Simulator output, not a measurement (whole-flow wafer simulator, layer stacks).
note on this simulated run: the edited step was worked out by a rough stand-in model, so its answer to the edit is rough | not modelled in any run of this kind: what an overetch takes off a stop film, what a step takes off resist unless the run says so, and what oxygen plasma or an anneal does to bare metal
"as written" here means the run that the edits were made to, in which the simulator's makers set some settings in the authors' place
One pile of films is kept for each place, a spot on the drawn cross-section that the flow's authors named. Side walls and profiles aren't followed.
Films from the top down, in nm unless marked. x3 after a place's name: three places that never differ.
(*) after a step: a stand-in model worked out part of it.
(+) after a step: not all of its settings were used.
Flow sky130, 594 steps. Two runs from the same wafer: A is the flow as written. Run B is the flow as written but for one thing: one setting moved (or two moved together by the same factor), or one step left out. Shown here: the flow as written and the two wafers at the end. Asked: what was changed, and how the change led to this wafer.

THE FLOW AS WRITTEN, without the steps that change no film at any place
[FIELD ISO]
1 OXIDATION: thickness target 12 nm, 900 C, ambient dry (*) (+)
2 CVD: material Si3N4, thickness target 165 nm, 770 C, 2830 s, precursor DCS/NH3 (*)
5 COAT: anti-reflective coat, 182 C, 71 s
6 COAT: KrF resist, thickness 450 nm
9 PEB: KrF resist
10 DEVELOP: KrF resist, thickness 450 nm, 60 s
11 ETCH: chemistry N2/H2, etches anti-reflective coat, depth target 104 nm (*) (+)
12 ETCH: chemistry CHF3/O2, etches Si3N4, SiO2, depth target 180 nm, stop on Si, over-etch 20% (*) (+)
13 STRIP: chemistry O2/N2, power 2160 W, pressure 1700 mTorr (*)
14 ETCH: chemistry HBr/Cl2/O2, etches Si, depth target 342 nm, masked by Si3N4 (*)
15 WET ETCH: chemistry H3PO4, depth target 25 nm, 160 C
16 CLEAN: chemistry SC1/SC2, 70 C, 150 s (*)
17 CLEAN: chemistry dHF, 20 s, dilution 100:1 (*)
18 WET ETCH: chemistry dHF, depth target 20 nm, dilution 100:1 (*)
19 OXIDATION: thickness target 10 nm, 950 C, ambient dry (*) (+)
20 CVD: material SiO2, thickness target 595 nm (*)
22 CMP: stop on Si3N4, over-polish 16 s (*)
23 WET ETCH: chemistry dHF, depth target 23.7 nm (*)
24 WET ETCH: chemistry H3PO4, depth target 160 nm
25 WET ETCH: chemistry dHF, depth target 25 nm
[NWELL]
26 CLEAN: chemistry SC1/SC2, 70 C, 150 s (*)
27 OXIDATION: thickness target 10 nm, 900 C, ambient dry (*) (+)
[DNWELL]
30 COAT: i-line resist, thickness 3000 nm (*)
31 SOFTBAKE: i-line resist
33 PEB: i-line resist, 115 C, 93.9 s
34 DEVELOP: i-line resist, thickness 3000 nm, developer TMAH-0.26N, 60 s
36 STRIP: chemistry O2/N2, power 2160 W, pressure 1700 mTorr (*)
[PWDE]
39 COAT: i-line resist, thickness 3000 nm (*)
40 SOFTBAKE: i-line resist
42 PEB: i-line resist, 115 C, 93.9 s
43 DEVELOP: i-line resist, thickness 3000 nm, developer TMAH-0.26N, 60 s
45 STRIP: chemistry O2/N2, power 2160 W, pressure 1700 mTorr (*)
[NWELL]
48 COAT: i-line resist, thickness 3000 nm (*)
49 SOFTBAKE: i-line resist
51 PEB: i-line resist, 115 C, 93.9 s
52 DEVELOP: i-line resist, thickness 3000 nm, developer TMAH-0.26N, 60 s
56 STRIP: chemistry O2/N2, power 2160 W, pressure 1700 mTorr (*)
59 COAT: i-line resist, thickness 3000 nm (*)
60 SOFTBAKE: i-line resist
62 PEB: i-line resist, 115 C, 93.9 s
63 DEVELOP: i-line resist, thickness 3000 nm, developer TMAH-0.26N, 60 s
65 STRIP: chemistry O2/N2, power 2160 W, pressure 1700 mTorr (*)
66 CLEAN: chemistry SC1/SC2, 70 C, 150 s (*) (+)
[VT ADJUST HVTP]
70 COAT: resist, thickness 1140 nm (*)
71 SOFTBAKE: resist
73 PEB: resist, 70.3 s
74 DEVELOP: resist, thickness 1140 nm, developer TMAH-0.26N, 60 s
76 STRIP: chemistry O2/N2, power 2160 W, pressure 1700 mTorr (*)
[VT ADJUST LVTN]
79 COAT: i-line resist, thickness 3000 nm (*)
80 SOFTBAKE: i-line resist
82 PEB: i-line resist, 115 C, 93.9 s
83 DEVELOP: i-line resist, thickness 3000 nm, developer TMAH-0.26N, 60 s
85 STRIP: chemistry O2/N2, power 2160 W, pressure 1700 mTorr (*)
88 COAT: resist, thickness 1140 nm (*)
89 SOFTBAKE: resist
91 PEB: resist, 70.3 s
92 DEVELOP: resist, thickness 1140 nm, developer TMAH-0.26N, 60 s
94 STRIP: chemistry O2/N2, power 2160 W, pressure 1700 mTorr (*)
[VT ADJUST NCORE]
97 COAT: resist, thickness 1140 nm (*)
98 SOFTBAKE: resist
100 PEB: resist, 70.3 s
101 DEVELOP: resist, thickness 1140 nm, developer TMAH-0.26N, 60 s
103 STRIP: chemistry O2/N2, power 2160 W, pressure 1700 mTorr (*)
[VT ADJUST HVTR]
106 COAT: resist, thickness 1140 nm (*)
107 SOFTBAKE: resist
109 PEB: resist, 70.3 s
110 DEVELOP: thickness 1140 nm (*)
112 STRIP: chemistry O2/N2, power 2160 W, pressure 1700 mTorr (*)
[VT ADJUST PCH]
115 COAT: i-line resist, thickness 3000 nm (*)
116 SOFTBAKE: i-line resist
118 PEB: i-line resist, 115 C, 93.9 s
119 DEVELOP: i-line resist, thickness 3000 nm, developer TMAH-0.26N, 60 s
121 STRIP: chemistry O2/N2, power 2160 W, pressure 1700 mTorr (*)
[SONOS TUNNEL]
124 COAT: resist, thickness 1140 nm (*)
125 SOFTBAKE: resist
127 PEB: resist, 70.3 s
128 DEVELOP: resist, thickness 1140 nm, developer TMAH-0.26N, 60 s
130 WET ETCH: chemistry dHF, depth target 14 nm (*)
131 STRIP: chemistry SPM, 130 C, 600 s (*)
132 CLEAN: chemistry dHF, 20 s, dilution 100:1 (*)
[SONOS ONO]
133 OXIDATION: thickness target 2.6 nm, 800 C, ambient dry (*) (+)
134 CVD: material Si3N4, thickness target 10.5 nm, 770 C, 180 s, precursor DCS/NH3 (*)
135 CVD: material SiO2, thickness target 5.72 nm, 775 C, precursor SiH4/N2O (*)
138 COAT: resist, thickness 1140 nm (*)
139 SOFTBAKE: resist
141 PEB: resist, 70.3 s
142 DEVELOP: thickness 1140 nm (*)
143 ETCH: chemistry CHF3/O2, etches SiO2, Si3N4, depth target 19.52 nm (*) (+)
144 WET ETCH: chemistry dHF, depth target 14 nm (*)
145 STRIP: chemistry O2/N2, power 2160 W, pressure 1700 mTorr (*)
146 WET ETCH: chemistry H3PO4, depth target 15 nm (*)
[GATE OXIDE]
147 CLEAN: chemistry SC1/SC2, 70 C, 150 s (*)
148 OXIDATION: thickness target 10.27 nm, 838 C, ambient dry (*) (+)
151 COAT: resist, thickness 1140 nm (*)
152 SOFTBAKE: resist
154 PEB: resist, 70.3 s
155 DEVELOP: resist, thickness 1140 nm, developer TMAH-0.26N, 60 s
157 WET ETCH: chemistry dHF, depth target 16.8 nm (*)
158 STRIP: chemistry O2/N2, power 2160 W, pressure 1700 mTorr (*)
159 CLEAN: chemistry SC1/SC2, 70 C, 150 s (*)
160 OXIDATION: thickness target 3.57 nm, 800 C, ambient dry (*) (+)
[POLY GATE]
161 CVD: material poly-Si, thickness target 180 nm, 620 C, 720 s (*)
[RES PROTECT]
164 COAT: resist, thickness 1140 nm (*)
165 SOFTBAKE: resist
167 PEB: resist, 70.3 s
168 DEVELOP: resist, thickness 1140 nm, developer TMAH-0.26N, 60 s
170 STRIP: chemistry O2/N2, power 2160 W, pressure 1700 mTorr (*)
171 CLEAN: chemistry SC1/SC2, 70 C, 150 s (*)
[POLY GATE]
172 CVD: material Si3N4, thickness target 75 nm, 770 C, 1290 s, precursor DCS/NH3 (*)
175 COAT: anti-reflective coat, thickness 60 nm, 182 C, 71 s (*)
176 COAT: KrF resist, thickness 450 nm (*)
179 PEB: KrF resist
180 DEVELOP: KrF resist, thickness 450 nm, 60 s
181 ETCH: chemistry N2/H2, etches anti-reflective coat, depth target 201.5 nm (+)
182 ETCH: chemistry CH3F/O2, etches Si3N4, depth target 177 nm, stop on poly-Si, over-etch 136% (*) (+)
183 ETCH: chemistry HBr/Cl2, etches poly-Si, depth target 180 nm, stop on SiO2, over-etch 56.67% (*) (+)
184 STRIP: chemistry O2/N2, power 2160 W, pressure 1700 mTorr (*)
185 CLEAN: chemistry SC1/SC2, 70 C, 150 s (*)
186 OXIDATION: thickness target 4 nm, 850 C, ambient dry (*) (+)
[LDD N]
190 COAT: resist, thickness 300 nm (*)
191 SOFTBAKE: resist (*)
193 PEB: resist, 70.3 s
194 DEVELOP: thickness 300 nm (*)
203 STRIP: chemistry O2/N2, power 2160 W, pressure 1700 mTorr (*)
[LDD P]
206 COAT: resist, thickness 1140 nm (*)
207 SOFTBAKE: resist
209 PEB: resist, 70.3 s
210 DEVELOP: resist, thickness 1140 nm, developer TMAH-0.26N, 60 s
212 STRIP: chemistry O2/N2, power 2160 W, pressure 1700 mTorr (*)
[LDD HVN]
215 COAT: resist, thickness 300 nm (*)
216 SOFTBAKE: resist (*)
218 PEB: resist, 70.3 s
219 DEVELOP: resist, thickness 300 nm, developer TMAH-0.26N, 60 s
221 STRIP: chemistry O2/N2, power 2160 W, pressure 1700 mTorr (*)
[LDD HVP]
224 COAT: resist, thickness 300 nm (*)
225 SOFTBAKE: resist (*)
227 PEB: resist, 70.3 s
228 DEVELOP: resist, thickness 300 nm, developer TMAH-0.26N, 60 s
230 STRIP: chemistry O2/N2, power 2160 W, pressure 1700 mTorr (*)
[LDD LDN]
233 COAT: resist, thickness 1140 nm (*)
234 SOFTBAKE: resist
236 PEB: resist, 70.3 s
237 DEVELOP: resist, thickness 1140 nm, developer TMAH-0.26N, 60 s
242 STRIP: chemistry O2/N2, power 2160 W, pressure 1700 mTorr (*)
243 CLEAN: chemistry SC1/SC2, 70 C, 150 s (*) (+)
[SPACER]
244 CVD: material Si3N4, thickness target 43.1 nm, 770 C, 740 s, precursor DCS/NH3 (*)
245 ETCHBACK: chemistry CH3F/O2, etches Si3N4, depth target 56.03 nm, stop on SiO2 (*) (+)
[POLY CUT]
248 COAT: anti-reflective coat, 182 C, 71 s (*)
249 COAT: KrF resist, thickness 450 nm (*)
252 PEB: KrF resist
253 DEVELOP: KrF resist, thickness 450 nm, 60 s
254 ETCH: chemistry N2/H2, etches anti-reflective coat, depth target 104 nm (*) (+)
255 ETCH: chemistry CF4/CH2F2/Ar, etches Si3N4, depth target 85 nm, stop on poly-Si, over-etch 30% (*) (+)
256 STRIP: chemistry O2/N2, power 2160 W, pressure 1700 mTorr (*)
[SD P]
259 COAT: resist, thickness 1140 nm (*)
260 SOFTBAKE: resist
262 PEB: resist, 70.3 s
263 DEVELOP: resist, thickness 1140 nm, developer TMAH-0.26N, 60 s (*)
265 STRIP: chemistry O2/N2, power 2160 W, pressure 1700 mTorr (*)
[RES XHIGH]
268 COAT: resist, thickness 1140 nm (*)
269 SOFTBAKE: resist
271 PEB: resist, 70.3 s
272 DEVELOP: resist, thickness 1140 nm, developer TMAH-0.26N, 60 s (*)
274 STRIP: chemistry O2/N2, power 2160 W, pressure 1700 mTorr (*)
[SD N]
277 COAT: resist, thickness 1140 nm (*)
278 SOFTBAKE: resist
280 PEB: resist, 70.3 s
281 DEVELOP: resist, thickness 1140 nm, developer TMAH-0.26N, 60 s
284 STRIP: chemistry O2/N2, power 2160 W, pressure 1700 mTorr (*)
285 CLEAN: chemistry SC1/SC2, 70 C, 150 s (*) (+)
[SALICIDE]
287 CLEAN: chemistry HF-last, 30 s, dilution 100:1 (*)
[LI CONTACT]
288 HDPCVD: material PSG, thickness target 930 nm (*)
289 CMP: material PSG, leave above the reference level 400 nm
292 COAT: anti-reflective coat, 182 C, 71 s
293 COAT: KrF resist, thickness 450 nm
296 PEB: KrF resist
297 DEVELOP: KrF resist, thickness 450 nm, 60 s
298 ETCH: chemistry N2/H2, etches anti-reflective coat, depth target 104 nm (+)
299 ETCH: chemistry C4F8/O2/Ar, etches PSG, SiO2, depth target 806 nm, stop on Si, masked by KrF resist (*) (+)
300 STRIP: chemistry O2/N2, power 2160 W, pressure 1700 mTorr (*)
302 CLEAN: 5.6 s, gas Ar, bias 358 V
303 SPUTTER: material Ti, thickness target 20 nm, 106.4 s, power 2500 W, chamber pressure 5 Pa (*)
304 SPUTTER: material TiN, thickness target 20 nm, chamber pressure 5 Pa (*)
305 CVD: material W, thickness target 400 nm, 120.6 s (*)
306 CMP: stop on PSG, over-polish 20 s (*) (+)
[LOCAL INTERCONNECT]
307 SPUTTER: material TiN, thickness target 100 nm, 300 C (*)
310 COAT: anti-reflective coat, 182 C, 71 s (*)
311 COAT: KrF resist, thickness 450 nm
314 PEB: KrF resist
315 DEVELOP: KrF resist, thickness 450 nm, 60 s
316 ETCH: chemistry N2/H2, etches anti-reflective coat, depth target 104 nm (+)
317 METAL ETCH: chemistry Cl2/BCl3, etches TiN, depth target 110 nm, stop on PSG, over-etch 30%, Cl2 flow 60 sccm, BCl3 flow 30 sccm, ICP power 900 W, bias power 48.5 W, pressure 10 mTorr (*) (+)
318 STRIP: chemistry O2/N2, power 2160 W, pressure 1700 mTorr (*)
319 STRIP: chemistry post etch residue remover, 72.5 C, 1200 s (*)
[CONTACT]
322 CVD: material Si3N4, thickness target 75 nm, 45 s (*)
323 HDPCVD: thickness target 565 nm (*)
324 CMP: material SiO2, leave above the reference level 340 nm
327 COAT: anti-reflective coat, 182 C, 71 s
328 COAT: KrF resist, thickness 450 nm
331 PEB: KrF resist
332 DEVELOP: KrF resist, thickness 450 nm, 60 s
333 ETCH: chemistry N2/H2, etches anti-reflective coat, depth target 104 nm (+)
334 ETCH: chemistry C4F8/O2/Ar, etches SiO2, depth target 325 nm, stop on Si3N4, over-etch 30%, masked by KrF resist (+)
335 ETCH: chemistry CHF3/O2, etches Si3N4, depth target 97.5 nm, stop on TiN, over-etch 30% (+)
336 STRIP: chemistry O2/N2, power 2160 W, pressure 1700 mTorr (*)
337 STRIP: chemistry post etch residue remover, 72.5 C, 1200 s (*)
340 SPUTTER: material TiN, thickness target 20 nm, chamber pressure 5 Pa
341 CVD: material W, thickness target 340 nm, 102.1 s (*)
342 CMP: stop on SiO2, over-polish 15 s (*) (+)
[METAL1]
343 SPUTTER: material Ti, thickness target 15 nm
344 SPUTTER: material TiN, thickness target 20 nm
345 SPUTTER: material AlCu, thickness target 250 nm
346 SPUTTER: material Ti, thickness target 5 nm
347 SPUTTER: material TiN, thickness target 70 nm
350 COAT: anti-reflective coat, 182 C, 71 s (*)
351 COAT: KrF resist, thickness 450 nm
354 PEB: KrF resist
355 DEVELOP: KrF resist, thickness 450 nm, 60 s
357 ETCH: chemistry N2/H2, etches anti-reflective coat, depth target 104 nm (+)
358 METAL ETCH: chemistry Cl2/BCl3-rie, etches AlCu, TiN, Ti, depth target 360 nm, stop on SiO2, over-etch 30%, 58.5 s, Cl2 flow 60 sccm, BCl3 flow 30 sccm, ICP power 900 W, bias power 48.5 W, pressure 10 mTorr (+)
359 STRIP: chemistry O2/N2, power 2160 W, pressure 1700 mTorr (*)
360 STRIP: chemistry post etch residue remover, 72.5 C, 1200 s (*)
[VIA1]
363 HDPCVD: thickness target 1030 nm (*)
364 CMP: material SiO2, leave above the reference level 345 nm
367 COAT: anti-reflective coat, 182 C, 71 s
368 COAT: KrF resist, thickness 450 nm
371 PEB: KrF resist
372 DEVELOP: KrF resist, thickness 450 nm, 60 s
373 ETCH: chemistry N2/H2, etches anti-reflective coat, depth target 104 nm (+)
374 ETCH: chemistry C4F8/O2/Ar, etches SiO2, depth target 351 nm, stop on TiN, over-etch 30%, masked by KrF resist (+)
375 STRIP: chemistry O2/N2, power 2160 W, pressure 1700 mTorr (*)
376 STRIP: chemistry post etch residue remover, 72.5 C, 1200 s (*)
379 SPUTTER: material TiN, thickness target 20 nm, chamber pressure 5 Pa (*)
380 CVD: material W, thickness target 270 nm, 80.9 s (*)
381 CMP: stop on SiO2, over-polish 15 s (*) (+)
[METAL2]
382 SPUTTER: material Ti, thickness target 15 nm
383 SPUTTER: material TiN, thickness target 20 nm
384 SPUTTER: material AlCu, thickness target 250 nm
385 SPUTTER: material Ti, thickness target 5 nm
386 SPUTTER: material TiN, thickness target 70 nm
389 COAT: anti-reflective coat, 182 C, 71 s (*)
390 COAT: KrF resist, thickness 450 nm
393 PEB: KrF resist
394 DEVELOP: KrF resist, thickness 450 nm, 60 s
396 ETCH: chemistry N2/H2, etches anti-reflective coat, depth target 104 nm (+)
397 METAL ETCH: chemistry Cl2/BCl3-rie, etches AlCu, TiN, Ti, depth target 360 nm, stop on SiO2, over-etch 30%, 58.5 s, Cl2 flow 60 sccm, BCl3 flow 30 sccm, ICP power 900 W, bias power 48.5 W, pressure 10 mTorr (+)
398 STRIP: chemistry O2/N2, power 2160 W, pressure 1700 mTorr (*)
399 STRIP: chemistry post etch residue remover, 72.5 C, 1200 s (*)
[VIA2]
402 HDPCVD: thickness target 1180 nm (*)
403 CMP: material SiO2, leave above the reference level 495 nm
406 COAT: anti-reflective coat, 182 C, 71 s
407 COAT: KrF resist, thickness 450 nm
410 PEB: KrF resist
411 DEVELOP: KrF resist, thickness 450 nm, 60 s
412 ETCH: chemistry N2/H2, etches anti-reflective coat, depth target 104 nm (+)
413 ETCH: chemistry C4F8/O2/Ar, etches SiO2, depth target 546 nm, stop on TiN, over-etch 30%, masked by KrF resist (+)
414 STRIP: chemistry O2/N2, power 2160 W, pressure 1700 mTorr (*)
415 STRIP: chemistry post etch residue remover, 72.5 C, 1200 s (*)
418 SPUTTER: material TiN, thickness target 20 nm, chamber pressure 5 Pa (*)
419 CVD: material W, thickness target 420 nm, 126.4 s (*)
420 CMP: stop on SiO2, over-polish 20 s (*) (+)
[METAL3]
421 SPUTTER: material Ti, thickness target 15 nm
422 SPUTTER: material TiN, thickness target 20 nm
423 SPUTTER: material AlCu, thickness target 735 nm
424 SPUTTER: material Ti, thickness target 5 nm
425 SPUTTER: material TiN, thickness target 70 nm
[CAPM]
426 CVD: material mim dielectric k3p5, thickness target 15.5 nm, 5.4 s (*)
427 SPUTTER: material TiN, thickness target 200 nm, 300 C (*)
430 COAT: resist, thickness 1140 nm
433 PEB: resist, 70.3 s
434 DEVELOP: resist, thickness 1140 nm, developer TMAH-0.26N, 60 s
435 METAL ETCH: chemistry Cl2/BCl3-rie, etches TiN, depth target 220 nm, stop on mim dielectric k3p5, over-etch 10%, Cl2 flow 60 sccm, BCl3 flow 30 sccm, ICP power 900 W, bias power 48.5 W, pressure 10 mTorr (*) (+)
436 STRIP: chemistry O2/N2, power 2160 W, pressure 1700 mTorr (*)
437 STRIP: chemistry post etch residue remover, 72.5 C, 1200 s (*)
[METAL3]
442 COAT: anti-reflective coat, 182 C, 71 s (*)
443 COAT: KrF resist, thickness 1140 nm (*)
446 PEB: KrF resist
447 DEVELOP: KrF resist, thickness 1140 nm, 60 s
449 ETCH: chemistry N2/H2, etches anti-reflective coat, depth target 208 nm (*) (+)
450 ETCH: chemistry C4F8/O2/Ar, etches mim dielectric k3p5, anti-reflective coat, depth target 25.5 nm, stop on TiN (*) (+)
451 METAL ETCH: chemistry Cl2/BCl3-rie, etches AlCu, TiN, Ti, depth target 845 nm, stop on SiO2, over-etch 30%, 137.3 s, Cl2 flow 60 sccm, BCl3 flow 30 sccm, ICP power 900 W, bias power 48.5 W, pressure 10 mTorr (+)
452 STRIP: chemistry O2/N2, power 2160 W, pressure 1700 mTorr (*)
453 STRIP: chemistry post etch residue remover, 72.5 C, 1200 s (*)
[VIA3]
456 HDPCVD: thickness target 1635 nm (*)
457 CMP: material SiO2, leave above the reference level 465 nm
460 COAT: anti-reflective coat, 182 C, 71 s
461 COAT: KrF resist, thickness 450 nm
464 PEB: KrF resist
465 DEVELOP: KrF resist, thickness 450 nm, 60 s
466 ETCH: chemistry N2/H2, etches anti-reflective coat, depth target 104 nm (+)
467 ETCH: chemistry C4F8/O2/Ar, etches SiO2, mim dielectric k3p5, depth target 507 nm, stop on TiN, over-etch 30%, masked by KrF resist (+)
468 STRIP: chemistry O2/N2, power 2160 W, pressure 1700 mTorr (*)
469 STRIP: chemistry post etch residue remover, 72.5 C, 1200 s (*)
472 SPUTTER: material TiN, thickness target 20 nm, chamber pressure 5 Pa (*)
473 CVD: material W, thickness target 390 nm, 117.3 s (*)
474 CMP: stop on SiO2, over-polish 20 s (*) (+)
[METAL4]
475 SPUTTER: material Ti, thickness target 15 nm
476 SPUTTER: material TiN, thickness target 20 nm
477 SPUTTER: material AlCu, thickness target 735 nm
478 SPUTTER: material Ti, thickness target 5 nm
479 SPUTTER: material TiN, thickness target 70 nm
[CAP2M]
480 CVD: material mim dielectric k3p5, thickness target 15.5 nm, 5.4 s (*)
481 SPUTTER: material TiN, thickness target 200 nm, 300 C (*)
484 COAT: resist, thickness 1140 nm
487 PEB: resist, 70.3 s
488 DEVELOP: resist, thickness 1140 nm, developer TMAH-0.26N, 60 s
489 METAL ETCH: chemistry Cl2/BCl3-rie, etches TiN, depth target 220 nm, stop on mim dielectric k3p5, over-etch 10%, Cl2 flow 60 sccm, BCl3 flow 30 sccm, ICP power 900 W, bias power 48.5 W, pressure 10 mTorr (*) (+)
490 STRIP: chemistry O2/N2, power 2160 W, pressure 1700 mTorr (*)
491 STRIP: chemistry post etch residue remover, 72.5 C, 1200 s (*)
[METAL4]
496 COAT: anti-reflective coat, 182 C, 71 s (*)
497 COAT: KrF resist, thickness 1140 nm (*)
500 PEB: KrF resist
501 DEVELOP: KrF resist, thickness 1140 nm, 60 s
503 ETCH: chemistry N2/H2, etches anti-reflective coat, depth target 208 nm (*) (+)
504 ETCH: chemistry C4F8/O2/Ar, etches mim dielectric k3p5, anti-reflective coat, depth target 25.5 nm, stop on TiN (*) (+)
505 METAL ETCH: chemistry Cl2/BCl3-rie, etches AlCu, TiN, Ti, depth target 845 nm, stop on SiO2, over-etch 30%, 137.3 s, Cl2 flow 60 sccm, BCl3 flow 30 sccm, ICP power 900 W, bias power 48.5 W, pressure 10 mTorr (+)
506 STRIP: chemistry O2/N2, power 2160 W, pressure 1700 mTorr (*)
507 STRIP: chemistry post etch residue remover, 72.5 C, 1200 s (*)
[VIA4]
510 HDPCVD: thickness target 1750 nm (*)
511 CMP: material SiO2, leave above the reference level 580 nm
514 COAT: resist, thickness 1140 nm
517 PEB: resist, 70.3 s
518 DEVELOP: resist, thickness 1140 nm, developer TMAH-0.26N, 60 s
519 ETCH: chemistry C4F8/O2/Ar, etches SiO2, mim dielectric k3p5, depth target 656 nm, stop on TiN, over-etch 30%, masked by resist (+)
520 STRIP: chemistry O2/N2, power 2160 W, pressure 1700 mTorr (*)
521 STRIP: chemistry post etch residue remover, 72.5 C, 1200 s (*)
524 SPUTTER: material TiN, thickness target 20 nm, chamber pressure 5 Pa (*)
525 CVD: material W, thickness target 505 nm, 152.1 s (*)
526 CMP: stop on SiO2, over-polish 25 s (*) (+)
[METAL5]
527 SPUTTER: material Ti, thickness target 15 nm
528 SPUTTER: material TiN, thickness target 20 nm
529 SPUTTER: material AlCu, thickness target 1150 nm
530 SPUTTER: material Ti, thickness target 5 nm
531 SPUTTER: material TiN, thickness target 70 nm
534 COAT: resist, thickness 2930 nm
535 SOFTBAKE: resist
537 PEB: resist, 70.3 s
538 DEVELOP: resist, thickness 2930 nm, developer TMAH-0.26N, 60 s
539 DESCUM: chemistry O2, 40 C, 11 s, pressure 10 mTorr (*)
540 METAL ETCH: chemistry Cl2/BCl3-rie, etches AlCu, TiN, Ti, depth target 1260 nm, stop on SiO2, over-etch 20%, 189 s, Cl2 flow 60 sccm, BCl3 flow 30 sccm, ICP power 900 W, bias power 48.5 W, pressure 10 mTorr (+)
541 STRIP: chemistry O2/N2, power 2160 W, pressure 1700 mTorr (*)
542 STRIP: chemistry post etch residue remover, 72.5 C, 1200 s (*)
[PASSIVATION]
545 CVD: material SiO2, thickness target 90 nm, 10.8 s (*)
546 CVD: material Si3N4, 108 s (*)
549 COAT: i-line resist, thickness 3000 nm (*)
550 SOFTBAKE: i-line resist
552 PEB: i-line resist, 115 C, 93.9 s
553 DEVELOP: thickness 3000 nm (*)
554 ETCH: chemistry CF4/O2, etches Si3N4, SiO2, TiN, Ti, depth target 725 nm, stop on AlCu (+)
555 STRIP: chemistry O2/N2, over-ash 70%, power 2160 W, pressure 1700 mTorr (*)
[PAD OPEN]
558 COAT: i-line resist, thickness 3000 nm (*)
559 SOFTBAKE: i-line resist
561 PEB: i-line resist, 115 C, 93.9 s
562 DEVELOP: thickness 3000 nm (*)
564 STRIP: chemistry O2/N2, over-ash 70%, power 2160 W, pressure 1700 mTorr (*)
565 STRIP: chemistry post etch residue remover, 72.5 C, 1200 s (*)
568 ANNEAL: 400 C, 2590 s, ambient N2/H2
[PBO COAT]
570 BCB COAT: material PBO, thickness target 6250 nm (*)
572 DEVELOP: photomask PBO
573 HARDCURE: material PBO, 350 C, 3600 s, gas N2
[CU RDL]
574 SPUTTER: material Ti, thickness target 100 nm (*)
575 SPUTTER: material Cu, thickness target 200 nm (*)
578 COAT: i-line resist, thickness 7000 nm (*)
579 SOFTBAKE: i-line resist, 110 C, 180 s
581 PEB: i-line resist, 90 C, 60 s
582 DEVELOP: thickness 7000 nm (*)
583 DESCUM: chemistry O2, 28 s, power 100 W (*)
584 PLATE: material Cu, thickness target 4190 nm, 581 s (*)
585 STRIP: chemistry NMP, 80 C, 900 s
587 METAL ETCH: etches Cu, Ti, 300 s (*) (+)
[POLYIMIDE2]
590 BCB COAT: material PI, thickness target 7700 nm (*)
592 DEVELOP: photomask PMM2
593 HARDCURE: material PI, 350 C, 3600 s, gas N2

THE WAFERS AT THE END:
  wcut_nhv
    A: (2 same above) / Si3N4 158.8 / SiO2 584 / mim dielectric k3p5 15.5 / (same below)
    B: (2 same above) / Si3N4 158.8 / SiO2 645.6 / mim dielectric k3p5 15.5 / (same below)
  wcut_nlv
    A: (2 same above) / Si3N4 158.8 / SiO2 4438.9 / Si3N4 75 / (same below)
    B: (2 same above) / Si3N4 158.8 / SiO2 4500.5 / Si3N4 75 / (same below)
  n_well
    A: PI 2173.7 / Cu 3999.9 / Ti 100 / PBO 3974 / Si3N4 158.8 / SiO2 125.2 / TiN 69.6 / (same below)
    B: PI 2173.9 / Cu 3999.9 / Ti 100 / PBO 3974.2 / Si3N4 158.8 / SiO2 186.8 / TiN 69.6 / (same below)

The cause: step 545, CVD: thickness target 135 nm was run, where the flow has thickness target 90 nm; step 545, CVD: 16.2 s was run, where the flow has 10.8 s.

How the change led to this, step by step:
  545 CVD: material SiO2, thickness target 90 nm, 10.8 s (*)
      field, active, gate and 175 more: A SiO2 +125.2 | B SiO2 +186.8
      n_well, p_well, sd_n and 12 more: A SiO2 +125.2 (new film) | B SiO2 +186.8 (new film)
  550 SOFTBAKE: i-line resist
      active: A i-line resist +12 | B i-line resist +13.3
      gate: A i-line resist -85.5 | B i-line resist -89
      (and at 60 more places)
  554 ETCH: chemistry CF4/O2, etches Si3N4, SiO2, TiN, Ti, depth target 725 nm, stop on AlCu (+)
      field, active, n_well and 189 more: A i-line resist -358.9 | B i-line resist -420.5
      pad: A Si3N4 -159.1 (all of it), SiO2 -125.2 (all of it), TiN -69.6 (all of it), Ti -5 (all of it) | B Si3N4 -159.1 (all of it), SiO2 -186.8 (all of it), TiN -69.6 (all of it), Ti -5 (all of it)
  555 STRIP: chemistry O2/N2, over-ash 70%, power 2160 W, pressure 1700 mTorr (*)
      gate_hv, dice_street, iso_guard and 83 more: A i-line resist -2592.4 (all of it) | B i-line resist -2530.8 (all of it)
      n_well, p_well, sd_n, sd_p: A i-line resist -1340.8 (all of it) | B i-line resist -1279.2 (all of it)
      (and at 100 more places)
  558 COAT: i-line resist, thickness 3000 nm (*)
      pad: A i-line resist +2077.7 (new film) | B i-line resist +2139.7 (new film)
  559 SOFTBAKE: i-line resist
      field: A i-line resist +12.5 | B i-line resist +13.9
      active: A i-line resist +12 | B i-line resist +13.3
      (and at 67 more places)
  561 PEB: i-line resist, 115 C, 93.9 s
      pad: A i-line resist -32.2 | B i-line resist -33.3
  562 DEVELOP: thickness 3000 nm (*)
      pad: A i-line resist -2045.5 (all of it) | B i-line resist -2106.4 (all of it)
  578 COAT: i-line resist, thickness 7000 nm (*)
      pad: A i-line resist +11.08 um (new film) | B i-line resist +11.14 um (new film)
  579 SOFTBAKE: i-line resist, 110 C, 180 s
      rpo_hd_licon, mim2: A i-line resist -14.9 | B i-line resist -15.8
      mim: A i-line resist -16.8 | B i-line resist -17.8
      (and at 27 more places)
  582 DEVELOP: thickness 7000 nm (*)
      pad: A i-line resist -11.08 um (all of it) | B i-line resist -11.14 um (all of it)
